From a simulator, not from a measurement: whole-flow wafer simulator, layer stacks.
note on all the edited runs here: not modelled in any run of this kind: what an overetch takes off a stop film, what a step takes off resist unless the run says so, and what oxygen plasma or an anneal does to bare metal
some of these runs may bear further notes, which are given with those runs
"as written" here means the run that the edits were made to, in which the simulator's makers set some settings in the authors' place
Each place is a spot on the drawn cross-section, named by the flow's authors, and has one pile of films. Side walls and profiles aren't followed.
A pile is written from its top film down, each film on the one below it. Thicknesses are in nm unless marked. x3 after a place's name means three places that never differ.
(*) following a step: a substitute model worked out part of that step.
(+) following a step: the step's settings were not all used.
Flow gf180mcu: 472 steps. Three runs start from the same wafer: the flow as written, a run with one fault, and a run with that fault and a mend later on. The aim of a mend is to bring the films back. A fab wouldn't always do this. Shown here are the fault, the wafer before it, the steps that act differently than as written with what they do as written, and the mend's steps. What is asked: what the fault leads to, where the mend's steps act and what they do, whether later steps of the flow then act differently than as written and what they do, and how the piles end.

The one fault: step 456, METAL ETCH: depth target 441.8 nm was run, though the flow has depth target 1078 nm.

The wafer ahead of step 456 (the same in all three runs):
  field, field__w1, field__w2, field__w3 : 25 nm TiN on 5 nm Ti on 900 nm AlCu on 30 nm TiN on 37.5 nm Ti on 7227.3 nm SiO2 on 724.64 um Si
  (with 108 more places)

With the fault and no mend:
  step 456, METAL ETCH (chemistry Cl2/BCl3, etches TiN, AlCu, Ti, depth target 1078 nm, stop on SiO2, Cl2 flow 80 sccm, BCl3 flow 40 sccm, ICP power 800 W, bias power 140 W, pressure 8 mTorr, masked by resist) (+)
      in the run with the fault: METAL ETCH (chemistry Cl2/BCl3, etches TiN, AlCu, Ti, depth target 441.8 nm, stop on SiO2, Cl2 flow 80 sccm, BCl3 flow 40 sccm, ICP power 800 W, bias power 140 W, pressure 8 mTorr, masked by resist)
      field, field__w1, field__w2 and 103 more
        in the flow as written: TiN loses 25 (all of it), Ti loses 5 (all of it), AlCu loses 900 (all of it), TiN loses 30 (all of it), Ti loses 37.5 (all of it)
        in the run with the fault: TiN loses 25 (all of it), Ti loses 5 (all of it), AlCu loses 411.8
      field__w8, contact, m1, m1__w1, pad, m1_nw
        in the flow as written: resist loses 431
        in the run with the fault: resist loses 176.7
  Later steps of the flow acting differently than as written:
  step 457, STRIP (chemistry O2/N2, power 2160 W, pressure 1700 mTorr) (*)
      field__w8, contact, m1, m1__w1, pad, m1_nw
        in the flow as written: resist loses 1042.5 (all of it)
        in the run with the fault: resist loses 1296.7 (all of it)
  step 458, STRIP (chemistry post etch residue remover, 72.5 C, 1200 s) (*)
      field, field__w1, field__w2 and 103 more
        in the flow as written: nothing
        in the run with the fault: AlCu loses 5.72
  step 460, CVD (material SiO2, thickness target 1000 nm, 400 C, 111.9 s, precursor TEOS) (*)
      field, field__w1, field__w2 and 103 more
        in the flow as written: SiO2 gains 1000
        in the run with the fault: SiO2 gains 1000 (new film)
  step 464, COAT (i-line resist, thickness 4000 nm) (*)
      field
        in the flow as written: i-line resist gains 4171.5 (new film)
        in the run with the fault: i-line resist gains 4062.1 (new film)
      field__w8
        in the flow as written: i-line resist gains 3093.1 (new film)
        in the run with the fault: i-line resist gains 3586.8 (new film)
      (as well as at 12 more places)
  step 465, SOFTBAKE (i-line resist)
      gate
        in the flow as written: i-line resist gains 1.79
        in the run with the fault: i-line resist loses 1.25
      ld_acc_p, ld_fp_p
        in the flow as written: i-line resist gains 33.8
        in the run with the fault: i-line resist gains 11.4
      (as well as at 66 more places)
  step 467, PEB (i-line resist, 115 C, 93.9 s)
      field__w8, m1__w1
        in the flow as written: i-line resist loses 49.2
        in the run with the fault: i-line resist loses 59.3
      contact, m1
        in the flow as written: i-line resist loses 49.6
        in the run with the fault: i-line resist loses 59.5
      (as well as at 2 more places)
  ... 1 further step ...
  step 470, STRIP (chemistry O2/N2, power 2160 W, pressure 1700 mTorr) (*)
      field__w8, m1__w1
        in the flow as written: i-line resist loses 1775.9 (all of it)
        in the run with the fault: i-line resist loses 2303.2 (all of it)
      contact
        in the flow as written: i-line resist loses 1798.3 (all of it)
        in the run with the fault: i-line resist loses 2309.9 (all of it)
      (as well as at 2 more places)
  By the end, the piles at field, field__w1, field__w2 and 103 more depart from the flow's by more than 2% or 0.5 nm, whichever is larger.
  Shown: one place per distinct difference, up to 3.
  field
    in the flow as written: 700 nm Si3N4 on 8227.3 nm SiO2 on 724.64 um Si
    in the run with the fault: 700 nm Si3N4 on 1000 nm SiO2 on 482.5 nm AlCu on 30 nm TiN on 37.5 nm Ti on 7227.3 nm SiO2 on 724.64 um Si
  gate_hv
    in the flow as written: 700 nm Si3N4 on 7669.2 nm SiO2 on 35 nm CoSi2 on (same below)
    in the run with the fault: 700 nm Si3N4 on 1000 nm SiO2 on 482.5 nm AlCu on 30 nm TiN on 37.5 nm Ti on 6669.2 nm SiO2 on 35 nm CoSi2 on (same below)
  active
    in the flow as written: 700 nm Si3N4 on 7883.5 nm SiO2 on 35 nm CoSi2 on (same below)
    in the run with the fault: 700 nm Si3N4 on 1000 nm SiO2 on 482.5 nm AlCu on 30 nm TiN on 37.5 nm Ti on 6883.5 nm SiO2 on 35 nm CoSi2 on (same below)

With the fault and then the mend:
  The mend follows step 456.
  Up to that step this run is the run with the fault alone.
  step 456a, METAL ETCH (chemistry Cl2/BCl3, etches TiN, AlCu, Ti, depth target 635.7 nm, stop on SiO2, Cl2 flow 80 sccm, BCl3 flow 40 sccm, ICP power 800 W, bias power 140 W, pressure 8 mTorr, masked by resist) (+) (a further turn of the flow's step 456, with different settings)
      field, field__w1, field__w2 and 103 more
        AlCu loses 488.2 (all of it), TiN loses 30 (all of it), Ti loses 37.5 (all of it)
      field__w8, contact, m1, m1__w1, pad, m1_nw
        resist loses 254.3
  None of the later steps of the flow acts differently than as written at any place that is followed.
  At every place that both follow, the piles at the end match the flow's.
